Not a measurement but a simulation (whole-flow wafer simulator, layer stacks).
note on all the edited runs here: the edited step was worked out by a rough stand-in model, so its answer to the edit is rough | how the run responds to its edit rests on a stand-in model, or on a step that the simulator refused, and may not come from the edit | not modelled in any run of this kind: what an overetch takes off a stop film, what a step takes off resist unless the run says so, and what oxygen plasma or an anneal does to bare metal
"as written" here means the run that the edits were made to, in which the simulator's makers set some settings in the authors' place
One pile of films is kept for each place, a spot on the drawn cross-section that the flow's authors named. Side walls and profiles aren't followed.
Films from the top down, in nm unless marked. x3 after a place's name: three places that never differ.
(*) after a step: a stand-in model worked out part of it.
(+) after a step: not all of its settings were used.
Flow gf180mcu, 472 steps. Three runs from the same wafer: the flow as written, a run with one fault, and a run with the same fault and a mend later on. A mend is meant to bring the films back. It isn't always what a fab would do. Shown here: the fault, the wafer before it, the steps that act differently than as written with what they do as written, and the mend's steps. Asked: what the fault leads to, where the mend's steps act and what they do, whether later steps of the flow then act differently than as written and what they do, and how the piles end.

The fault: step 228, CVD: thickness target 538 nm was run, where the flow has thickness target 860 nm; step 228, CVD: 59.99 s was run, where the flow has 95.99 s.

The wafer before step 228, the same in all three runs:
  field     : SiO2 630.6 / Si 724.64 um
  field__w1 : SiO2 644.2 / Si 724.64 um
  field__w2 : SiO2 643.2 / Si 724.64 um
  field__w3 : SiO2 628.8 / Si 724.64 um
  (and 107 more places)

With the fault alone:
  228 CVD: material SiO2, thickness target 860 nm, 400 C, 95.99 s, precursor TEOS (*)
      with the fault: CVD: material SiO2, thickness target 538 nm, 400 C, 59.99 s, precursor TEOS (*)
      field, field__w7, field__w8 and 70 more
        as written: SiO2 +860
        with the fault: SiO2 +544.4
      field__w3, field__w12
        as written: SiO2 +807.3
        with the fault: SiO2 +514.5
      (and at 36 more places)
  Later steps of the flow that act differently than as written (4 more steps differ only slightly, by at most 2% or 0.5 nm, whichever is larger, and aren't shown):
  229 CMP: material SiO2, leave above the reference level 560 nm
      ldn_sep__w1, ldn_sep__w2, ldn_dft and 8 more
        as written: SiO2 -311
        with the fault: nothing
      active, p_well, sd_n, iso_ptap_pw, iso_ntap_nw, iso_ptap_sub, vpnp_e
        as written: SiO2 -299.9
        with the fault: nothing
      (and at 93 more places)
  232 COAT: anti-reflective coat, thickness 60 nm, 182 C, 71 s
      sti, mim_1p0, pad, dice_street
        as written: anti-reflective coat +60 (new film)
        with the fault: anti-reflective coat +53.9 (new film)
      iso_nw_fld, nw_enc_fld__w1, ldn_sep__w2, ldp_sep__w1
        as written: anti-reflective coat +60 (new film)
        with the fault: anti-reflective coat +58.7 (new film)
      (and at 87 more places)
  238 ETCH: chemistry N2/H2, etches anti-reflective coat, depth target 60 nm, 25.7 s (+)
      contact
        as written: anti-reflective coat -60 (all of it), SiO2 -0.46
        with the fault: anti-reflective coat -66.8 (all of it), SiO2 -0.29
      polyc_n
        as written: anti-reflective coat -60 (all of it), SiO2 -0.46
        with the fault: anti-reflective coat -42.3 (all of it), SiO2 -0.91
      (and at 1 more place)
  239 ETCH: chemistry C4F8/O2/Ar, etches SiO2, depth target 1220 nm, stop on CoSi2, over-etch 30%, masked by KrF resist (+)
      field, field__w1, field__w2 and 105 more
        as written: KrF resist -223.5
        with the fault: KrF resist -216.8
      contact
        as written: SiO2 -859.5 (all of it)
        with the fault: SiO2 -834 (all of it)
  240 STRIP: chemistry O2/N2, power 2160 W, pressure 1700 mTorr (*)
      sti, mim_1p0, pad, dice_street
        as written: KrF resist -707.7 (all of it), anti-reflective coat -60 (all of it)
        with the fault: KrF resist -721.9 (all of it), anti-reflective coat -53.9 (all of it)
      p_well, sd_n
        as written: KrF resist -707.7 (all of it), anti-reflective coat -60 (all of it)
        with the fault: KrF resist -721.9 (all of it), anti-reflective coat -50.8 (all of it)
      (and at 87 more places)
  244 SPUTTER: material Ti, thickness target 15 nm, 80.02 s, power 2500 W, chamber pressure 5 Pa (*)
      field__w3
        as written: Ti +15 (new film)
        with the fault: Ti +14.3 (new film)
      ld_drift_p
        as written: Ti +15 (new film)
        with the fault: Ti +14.2 (new film)
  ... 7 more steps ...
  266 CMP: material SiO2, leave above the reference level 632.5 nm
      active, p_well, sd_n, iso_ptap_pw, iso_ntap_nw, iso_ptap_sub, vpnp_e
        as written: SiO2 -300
        with the fault: SiO2 -291.9
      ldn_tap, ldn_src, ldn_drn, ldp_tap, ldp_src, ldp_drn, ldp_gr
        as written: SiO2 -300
        with the fault: SiO2 -293.7
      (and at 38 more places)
  At the end the piles differ from the flow's by more than 2% or 0.5 nm, whichever is larger, at field__w2, field__w3, field__w8 and 12 more.
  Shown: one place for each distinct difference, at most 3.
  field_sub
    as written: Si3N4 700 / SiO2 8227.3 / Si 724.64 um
    with the fault: Si3N4 700 / SiO2 7038.1 / TiN 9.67 / Ti 15 / SiO2 1160.3 / Si 724.64 um
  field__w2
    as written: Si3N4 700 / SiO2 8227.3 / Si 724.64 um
    with the fault: Si3N4 700 / SiO2 7042.5 / W 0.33 / TiN 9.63 / Ti 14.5 / SiO2 1156.1 / Si 724.64 um
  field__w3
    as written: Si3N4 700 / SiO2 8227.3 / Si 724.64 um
    with the fault: Si3N4 700 / SiO2 7042.5 / W 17 / TiN 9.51 / Ti 14.3 / SiO2 1139.8 / Si 724.64 um

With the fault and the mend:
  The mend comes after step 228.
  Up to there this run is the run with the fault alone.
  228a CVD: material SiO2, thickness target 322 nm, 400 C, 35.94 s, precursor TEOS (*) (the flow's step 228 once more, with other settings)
      field, field__w7, field__w8 and 72 more
        SiO2 +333
      field__w1, contact, active_hv
        SiO2 +326.8
      field_sub__w1, field_sub__w4, field_sub__w5
        SiO2 +324.3
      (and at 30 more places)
  Later steps of the flow that act differently than as written (3 more steps differ only slightly, by at most 2% or 0.5 nm, whichever is larger, and aren't shown):
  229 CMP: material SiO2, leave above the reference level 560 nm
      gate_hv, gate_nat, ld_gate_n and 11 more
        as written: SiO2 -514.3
        with the mend: SiO2 -531.7
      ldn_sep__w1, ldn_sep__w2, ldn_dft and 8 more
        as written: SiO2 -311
        with the mend: SiO2 -328.4
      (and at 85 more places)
  At the end the piles differ from the flow's only slightly at the places that both follow, by at most 2% or 0.5 nm, whichever is larger.
